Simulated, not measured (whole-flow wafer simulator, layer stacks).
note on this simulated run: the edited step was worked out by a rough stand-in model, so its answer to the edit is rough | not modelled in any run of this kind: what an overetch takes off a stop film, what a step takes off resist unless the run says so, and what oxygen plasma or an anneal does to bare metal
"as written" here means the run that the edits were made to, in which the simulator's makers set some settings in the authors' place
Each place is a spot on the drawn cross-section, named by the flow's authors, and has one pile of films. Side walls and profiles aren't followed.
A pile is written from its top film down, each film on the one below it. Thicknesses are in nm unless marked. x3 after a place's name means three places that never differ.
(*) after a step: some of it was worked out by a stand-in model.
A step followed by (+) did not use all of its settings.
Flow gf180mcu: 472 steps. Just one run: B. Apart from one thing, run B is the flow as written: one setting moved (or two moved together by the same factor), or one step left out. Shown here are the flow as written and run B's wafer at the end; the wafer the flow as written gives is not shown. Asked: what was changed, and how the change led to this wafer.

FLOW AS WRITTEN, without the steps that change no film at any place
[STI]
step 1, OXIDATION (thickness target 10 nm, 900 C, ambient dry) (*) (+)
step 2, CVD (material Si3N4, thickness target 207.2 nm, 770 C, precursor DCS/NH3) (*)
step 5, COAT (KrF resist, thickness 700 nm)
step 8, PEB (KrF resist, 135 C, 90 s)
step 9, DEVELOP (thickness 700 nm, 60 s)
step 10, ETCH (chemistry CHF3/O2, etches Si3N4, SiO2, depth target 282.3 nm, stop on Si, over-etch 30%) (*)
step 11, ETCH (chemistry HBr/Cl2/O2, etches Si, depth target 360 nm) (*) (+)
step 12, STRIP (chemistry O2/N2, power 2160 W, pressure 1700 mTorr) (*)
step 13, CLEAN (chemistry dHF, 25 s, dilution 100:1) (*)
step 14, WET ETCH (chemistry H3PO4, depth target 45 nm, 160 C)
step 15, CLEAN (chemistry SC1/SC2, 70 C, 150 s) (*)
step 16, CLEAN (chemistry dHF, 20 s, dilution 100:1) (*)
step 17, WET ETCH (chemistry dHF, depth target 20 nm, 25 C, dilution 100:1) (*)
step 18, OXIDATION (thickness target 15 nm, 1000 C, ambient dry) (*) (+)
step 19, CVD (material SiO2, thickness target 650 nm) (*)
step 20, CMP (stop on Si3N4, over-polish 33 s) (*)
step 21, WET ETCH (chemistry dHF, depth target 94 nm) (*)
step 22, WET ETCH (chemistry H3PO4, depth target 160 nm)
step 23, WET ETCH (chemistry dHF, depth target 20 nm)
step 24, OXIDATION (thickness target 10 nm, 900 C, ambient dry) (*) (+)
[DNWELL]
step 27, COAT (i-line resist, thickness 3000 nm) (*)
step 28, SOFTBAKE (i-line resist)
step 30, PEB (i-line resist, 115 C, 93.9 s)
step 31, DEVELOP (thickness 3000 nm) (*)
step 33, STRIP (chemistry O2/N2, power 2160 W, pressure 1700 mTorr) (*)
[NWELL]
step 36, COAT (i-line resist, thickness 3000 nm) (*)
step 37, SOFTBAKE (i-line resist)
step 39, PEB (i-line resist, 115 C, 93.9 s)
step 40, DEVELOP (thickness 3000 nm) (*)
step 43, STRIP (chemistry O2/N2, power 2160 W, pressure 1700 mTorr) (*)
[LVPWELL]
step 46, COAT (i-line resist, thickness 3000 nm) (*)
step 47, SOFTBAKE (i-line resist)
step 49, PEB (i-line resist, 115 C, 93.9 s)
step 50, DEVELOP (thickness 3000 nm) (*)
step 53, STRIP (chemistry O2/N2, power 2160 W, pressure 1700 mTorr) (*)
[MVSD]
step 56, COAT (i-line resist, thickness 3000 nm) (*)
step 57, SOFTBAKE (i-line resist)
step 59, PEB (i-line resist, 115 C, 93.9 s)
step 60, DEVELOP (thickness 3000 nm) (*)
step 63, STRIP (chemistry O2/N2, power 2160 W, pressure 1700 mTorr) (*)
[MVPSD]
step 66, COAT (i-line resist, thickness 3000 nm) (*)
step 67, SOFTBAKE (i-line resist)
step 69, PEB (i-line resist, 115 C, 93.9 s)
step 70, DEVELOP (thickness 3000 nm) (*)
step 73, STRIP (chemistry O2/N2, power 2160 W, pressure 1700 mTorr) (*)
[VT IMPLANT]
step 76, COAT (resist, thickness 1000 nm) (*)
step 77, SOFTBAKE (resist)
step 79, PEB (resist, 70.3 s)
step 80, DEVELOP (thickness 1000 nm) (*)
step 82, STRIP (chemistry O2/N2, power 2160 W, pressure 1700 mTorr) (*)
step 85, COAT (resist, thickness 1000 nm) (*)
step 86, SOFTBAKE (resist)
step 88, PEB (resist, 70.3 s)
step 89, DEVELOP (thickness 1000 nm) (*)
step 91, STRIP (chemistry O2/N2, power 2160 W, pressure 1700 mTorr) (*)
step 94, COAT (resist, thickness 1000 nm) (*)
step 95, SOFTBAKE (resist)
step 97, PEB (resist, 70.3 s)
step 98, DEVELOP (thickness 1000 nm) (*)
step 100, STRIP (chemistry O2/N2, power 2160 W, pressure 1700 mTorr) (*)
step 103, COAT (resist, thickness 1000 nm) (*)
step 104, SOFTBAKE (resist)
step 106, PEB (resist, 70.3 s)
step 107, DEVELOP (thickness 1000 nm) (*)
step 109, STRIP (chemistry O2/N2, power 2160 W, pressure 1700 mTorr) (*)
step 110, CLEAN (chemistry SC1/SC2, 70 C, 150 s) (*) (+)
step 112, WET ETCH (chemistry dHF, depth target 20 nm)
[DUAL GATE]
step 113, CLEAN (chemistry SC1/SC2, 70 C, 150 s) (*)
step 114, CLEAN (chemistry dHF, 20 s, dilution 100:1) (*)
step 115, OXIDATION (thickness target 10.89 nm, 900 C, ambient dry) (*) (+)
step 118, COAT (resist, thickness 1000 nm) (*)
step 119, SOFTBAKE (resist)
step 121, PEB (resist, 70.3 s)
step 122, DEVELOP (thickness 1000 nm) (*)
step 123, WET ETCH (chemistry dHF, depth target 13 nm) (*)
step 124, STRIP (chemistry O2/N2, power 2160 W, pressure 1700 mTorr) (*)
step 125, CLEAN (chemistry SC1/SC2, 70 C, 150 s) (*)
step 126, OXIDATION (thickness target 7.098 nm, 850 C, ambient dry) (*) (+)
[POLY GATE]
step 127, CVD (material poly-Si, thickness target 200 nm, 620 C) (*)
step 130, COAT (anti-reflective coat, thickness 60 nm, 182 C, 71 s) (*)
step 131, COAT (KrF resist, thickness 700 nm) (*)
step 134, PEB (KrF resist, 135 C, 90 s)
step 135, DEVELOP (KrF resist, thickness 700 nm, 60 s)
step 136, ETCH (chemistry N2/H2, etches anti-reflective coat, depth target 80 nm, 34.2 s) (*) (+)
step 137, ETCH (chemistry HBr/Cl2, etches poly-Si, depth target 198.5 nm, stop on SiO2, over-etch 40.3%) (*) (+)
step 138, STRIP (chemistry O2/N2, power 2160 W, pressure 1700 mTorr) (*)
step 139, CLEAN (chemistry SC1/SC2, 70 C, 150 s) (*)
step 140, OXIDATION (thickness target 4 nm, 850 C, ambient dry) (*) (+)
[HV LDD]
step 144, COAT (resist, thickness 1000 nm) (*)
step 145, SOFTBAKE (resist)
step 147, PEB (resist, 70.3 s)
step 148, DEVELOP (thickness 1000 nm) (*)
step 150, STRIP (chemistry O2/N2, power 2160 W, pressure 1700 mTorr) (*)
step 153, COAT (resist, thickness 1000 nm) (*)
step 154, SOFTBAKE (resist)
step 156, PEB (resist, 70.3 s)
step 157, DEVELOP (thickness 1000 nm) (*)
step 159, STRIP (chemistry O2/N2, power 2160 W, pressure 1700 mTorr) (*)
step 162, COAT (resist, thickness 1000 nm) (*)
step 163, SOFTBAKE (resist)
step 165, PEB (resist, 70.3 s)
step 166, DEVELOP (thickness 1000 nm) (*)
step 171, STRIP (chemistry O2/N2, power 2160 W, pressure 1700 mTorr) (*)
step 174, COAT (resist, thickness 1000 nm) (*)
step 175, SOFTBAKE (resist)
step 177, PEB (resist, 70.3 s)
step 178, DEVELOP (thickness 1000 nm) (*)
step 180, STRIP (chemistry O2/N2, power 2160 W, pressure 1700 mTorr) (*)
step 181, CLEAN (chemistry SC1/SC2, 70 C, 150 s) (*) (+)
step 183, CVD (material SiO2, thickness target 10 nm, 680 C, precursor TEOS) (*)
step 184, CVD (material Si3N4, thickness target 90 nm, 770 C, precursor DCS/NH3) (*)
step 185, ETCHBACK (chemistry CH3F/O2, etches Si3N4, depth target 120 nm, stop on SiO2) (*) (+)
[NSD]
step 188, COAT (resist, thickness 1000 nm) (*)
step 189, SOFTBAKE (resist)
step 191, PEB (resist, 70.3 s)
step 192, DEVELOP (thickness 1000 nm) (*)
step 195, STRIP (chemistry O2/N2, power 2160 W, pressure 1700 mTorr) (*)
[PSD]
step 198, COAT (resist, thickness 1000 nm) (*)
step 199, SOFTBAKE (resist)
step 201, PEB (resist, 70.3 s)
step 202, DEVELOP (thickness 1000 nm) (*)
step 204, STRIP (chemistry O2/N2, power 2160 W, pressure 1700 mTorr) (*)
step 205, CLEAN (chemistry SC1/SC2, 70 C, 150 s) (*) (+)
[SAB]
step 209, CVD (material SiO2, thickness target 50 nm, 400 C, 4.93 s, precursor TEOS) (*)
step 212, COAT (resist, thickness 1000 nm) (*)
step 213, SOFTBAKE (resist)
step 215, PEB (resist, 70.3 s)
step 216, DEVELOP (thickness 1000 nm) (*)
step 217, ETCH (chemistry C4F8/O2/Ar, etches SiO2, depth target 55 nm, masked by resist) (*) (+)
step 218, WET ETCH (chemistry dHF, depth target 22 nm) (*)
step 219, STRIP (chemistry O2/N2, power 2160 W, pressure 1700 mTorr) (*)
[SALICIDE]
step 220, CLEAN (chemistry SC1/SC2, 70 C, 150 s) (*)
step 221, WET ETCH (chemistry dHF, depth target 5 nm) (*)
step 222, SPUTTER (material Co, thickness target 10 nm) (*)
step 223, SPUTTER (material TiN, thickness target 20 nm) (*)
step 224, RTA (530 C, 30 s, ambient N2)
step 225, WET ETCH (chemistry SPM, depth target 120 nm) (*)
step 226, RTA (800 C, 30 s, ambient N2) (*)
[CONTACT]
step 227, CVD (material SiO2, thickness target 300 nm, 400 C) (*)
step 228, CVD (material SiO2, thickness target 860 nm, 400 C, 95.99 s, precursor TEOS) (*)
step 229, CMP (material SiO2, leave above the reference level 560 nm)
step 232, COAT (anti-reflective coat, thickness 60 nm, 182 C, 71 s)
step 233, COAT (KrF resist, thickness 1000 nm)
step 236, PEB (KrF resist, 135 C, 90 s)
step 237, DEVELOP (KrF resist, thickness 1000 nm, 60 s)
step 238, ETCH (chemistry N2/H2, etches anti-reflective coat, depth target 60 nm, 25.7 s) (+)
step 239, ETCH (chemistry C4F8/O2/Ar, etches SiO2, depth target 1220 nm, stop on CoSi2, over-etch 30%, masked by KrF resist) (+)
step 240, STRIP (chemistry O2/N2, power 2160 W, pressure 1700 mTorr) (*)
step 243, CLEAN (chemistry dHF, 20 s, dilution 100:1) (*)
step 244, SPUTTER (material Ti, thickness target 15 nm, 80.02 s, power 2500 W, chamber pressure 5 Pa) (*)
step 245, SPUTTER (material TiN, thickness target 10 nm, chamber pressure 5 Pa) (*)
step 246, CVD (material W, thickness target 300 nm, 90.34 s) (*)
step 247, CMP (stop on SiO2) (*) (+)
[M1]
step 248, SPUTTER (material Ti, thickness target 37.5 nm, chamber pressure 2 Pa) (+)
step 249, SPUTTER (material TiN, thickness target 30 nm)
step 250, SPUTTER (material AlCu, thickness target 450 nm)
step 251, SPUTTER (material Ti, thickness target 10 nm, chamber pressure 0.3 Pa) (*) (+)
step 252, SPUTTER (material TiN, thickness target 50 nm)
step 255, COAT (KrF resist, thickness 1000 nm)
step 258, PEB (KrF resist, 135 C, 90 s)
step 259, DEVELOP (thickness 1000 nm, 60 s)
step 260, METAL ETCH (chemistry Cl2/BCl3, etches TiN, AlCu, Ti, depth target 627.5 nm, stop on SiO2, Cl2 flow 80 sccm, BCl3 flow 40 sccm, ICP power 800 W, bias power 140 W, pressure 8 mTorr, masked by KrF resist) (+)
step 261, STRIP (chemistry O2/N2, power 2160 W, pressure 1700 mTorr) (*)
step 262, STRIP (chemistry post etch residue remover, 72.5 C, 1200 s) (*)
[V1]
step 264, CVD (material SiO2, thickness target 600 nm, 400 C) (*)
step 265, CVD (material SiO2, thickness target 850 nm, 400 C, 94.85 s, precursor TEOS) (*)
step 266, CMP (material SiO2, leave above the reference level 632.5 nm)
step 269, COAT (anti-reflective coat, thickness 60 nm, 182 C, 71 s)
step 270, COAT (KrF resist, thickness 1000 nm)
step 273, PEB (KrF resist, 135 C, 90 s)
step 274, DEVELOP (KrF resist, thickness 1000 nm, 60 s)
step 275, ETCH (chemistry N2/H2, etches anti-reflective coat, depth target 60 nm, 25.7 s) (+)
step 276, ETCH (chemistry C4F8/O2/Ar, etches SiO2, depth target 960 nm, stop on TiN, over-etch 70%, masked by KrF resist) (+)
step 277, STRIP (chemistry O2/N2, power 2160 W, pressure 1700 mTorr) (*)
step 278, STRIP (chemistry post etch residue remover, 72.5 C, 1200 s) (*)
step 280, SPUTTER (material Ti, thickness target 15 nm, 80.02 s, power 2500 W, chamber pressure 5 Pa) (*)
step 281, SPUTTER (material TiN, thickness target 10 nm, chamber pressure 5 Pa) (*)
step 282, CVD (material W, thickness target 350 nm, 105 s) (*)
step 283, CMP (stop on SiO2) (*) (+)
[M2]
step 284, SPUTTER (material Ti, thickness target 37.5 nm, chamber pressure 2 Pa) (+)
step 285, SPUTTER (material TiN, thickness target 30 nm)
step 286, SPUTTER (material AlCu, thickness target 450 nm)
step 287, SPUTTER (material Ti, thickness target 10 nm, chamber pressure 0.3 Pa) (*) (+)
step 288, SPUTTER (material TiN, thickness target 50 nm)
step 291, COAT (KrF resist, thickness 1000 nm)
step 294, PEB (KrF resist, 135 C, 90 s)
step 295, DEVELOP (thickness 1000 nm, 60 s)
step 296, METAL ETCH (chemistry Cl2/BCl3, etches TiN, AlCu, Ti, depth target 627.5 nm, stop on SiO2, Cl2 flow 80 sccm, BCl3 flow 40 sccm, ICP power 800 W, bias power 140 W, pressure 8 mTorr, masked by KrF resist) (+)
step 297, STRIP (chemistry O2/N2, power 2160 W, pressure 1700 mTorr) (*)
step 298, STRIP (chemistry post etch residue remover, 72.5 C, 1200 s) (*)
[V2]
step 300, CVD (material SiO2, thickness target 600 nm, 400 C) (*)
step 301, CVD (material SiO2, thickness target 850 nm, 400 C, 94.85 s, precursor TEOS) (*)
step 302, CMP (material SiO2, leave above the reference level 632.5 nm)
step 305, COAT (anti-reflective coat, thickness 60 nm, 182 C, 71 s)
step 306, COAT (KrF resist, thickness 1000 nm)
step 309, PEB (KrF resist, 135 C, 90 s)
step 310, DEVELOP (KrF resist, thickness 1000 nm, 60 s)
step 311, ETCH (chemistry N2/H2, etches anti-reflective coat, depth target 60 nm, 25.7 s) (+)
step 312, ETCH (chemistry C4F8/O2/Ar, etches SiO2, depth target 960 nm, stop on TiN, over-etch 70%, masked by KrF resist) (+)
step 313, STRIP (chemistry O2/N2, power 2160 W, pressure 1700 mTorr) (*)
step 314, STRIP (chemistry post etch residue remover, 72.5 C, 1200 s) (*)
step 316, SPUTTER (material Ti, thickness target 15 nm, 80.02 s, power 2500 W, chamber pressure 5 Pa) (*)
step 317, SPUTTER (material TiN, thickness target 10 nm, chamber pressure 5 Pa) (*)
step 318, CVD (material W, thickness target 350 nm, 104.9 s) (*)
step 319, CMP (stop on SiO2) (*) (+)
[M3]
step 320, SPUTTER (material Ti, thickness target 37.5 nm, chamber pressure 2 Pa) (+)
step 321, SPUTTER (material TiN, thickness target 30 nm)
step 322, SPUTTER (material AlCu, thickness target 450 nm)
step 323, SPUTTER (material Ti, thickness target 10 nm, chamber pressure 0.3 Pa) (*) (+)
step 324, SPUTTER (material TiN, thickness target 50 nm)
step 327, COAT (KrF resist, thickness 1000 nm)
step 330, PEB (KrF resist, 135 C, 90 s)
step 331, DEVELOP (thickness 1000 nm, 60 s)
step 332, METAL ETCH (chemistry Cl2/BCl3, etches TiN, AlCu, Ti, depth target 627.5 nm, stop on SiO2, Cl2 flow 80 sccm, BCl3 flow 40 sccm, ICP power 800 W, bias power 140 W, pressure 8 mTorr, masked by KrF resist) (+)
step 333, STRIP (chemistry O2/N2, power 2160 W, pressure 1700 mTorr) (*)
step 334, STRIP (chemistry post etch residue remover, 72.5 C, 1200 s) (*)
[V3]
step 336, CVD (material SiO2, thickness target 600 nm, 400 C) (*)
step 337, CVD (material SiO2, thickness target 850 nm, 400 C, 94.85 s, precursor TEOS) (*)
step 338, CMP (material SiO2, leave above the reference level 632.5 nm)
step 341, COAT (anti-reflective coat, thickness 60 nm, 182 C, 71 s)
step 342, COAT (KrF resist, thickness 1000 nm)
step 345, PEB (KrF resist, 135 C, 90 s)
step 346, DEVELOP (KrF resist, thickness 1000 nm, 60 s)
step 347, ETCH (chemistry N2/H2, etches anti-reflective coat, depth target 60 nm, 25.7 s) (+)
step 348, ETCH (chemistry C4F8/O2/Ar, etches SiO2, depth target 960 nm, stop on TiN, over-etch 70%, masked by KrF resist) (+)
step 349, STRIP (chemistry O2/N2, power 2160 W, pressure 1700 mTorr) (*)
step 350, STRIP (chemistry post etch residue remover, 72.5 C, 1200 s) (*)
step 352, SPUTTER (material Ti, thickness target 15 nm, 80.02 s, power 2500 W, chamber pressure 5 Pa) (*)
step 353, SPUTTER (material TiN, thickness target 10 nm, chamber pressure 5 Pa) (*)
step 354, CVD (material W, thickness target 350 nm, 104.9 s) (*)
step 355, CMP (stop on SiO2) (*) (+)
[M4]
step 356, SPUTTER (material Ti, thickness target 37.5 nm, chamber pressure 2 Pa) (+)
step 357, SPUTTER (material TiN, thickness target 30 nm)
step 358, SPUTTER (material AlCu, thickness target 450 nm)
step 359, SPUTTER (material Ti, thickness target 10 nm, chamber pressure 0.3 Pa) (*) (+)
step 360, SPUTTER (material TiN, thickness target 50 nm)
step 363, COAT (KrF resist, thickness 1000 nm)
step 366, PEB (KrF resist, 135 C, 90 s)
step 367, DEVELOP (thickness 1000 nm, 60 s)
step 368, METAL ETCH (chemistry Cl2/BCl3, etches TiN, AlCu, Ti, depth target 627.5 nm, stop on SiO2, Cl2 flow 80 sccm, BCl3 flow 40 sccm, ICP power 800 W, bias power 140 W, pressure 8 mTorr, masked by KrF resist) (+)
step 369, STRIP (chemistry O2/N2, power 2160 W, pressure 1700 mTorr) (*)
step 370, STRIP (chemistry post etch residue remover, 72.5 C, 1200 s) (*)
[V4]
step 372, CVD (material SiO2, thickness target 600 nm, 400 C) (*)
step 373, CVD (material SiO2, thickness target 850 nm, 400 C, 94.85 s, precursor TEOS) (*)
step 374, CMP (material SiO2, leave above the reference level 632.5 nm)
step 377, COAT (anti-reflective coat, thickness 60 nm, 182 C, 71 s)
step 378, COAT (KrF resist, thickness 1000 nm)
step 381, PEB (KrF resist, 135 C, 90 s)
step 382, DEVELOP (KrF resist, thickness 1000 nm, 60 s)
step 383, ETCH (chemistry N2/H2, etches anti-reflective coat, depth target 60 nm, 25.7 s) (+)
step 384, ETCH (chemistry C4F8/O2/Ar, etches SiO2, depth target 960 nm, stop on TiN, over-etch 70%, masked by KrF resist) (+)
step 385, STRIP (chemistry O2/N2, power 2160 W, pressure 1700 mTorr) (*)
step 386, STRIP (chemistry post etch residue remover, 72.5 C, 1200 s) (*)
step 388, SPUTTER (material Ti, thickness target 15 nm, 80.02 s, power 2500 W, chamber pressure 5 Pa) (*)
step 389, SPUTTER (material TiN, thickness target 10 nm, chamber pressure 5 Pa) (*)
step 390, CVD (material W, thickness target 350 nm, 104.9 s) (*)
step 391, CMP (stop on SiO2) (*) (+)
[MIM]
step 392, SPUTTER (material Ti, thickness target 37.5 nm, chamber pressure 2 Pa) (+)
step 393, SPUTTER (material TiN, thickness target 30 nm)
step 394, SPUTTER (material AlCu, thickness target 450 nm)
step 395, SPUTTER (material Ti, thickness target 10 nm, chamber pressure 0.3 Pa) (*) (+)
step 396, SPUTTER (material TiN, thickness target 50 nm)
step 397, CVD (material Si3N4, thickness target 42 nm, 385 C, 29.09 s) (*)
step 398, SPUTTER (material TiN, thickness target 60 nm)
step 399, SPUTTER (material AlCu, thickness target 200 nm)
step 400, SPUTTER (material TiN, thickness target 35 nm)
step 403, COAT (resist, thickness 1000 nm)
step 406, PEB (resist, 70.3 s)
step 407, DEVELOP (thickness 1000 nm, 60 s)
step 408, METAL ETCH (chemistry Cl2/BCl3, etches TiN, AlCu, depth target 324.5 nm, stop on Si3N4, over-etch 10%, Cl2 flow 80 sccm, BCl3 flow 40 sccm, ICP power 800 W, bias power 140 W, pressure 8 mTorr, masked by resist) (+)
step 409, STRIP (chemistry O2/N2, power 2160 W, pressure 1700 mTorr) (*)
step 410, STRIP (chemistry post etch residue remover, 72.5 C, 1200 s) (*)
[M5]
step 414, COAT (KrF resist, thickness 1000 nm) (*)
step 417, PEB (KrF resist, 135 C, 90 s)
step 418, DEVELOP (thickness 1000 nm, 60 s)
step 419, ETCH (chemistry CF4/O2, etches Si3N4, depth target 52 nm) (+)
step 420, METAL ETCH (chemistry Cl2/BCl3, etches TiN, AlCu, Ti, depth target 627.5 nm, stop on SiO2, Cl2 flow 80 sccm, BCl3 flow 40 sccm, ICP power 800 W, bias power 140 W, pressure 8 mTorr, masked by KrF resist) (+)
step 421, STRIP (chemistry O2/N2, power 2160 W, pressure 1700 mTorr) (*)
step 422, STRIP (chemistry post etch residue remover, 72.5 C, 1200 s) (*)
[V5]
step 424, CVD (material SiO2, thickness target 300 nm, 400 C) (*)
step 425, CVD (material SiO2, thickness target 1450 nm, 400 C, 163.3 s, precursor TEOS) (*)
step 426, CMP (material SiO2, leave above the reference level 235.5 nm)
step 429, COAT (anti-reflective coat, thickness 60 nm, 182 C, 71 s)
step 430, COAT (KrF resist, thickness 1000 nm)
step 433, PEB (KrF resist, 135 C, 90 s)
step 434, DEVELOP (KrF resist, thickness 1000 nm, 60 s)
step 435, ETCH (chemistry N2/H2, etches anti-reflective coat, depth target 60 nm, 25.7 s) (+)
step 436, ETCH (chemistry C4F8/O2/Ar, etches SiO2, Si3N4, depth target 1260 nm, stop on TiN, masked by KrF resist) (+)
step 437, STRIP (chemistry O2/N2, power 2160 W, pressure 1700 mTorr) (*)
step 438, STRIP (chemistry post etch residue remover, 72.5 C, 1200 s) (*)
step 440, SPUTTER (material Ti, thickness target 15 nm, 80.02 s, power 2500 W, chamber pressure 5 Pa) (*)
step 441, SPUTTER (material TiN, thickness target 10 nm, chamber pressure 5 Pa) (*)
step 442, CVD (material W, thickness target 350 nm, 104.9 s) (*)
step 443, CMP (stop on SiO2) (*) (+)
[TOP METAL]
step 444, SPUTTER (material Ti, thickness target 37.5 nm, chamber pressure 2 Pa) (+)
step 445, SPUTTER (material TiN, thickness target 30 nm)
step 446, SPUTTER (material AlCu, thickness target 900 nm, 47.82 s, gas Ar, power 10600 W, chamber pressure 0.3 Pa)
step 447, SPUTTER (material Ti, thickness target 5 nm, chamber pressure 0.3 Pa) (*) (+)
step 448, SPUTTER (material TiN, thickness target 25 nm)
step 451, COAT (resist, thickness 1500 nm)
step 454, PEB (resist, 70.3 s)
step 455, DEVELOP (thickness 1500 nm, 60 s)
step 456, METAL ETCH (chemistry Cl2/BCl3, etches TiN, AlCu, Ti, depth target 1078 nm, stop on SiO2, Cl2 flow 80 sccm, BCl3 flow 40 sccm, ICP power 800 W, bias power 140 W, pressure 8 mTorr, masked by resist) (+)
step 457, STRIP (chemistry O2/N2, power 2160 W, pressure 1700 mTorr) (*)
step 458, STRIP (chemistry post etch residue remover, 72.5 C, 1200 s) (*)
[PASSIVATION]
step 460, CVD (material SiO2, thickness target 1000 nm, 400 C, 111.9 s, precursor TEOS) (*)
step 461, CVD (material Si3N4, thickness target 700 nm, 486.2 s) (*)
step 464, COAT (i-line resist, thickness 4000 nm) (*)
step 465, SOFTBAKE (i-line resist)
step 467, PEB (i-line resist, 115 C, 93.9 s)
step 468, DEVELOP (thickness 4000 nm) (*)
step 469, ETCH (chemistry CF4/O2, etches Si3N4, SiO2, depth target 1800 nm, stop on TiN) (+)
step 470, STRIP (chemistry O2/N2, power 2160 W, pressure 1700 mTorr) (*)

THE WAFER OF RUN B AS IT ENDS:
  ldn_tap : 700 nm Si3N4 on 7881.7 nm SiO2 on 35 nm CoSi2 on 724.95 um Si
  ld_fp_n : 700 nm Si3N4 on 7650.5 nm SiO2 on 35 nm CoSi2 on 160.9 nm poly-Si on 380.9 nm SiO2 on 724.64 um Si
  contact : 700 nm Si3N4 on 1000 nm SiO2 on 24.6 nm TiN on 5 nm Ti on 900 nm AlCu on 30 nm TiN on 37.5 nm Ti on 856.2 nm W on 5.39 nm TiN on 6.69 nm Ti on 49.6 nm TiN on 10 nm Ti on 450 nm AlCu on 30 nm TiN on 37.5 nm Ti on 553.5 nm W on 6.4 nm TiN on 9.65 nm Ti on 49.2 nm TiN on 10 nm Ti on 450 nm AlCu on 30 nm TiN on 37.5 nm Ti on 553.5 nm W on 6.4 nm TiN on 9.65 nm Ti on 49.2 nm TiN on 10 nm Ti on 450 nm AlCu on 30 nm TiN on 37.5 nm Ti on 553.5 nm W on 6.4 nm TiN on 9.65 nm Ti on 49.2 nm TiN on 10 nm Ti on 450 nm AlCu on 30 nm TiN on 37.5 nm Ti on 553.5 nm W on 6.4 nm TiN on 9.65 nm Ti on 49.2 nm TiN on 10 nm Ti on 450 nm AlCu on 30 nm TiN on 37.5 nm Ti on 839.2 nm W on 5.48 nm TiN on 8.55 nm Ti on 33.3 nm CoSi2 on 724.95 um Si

The reason: step 440, SPUTTER: 66.02 s was run, though the flow has 80.02 s.

Step by step, how the change led to this:
  step 440, SPUTTER (material Ti, thickness target 15 nm, 80.02 s, power 2500 W, chamber pressure 5 Pa) (*)
      field, field__w1, field__w2 and 108 more: Ti gains 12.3 (new film) (as written it would have been: Ti gains 15 (new film))
      contact: Ti gains 6.69 (new film) (as written it would have been: Ti gains 8.12 (new film))
  step 443, CMP (stop on SiO2) (*) (+)
      field, field__w1, field__w2 and 108 more: W loses 350 (all of it), TiN loses 10 (all of it), Ti loses 12.3 (all of it), SiO2 loses 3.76 (as written it would have been: W loses 350 (all of it), TiN loses 10 (all of it), Ti loses 15 (all of it), SiO2 loses 3.78)
